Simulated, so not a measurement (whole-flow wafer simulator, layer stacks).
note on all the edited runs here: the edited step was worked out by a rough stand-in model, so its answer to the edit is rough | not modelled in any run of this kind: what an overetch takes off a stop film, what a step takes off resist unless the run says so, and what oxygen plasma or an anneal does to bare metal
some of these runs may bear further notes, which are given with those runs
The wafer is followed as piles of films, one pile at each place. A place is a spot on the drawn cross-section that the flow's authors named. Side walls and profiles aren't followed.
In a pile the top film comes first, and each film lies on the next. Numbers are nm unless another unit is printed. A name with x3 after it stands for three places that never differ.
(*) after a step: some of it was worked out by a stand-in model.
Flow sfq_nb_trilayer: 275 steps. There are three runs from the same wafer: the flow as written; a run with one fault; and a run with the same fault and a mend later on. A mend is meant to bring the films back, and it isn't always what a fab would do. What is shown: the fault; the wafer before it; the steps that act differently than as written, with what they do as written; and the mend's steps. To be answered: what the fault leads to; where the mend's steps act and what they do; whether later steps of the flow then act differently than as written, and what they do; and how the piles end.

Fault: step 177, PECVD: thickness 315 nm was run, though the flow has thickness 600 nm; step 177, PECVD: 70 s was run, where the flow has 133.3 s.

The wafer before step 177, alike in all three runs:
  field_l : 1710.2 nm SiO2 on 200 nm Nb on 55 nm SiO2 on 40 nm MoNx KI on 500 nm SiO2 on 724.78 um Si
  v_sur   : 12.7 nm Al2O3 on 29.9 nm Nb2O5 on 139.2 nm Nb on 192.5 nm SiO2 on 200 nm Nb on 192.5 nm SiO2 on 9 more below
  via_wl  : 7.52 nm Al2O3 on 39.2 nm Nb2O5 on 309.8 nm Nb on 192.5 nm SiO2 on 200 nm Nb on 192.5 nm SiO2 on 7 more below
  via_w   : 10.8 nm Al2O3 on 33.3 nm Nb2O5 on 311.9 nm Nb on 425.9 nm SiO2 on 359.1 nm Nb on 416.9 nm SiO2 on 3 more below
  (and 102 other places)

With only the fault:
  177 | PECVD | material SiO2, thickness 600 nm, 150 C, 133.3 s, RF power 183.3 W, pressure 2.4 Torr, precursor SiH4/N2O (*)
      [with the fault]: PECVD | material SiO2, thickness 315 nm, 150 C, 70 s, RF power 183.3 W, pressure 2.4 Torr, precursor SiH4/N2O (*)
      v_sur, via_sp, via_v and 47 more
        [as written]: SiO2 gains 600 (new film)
        [with the fault]: SiO2 gains 315 (new film)
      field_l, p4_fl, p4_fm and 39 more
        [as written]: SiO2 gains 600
        [with the fault]: SiO2 gains 315
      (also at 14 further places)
  Later steps of the flow acting differently than as written (8 other steps are not shown; they differ only slightly, by no more than 2% or 0.5 nm, whichever is larger):
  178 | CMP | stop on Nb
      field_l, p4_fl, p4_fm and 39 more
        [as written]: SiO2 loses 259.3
        [with the fault]: nothing
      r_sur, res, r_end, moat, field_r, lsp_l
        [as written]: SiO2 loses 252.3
        [with the fault]: nothing
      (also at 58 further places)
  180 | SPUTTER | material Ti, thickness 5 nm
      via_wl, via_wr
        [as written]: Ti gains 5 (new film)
        [with the fault]: Ti gains 4.25 (new film)
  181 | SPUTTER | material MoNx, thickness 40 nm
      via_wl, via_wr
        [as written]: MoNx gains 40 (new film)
        [with the fault]: MoNx gains 34.5 (new film)
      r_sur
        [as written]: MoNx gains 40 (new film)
        [with the fault]: MoNx gains 39 (new film)
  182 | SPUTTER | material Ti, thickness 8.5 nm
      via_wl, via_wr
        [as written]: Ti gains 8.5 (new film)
        [with the fault]: Ti gains 7.12 (new film)
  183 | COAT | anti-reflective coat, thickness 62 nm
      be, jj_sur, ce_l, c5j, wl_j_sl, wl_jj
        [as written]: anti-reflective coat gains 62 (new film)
        [with the fault]: anti-reflective coat gains 60.3 (new film)
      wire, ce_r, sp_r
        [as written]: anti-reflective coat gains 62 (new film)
        [with the fault]: anti-reflective coat gains 60.2 (new film)
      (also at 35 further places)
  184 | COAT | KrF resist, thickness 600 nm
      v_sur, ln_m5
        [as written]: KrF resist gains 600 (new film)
        [with the fault]: KrF resist gains 587 (new film)
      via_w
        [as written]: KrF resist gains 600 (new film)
        [with the fault]: KrF resist gains 626.5 (new film)
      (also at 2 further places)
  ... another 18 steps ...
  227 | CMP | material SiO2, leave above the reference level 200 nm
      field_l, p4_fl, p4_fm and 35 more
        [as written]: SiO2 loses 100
        [with the fault]: SiO2 loses 74.3
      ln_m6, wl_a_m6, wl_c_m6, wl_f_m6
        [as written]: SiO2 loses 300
        [with the fault]: SiO2 loses 274.3
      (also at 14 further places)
  By the end, the piles at via_wl, via_w, via_wr and 7 more depart from the flow's by more than 2% or 0.5 nm, whichever is larger.
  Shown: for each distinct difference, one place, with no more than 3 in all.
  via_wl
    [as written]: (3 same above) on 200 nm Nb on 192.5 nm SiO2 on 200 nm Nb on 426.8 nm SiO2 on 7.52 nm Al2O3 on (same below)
    [with the fault]: (3 same above) on 200 nm Nb on 263.2 nm SiO2 on 195.8 nm Nb on 360.4 nm SiO2 on 7.52 nm Al2O3 on (same below)
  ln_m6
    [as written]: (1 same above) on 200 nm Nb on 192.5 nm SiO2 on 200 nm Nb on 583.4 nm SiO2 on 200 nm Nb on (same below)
    [with the fault]: (1 same above) on 200 nm Nb on 218.2 nm SiO2 on 200 nm Nb on 557.7 nm SiO2 on 200 nm Nb on (same below)
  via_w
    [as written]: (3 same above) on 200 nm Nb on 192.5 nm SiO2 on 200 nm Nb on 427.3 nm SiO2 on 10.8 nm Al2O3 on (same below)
    [with the fault]: (3 same above) on 200 nm Nb on 263.8 nm SiO2 on 195.7 nm Nb on 360.3 nm SiO2 on 10.8 nm Al2O3 on (same below)

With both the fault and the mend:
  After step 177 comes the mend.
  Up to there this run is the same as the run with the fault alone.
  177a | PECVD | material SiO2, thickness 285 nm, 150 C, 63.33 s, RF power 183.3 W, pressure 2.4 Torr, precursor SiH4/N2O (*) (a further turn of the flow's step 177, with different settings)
      field_l, v_sur, via_sp and 94 more
        SiO2 gains 285
      r_sur, res, r_end, moat, field_r, lsp_l
        SiO2 gains 281.8
      via_wl, via_wr
        SiO2 gains 271.8
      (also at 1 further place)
  Later steps of the flow acting differently than as written:
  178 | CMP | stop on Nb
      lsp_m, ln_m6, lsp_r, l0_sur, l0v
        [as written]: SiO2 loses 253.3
        [with the mend]: SiO2 loses 259.3
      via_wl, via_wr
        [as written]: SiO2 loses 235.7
        [with the mend]: SiO2 loses 206.1
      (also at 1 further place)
  At every place that both follow, the piles at the end match the flow's.
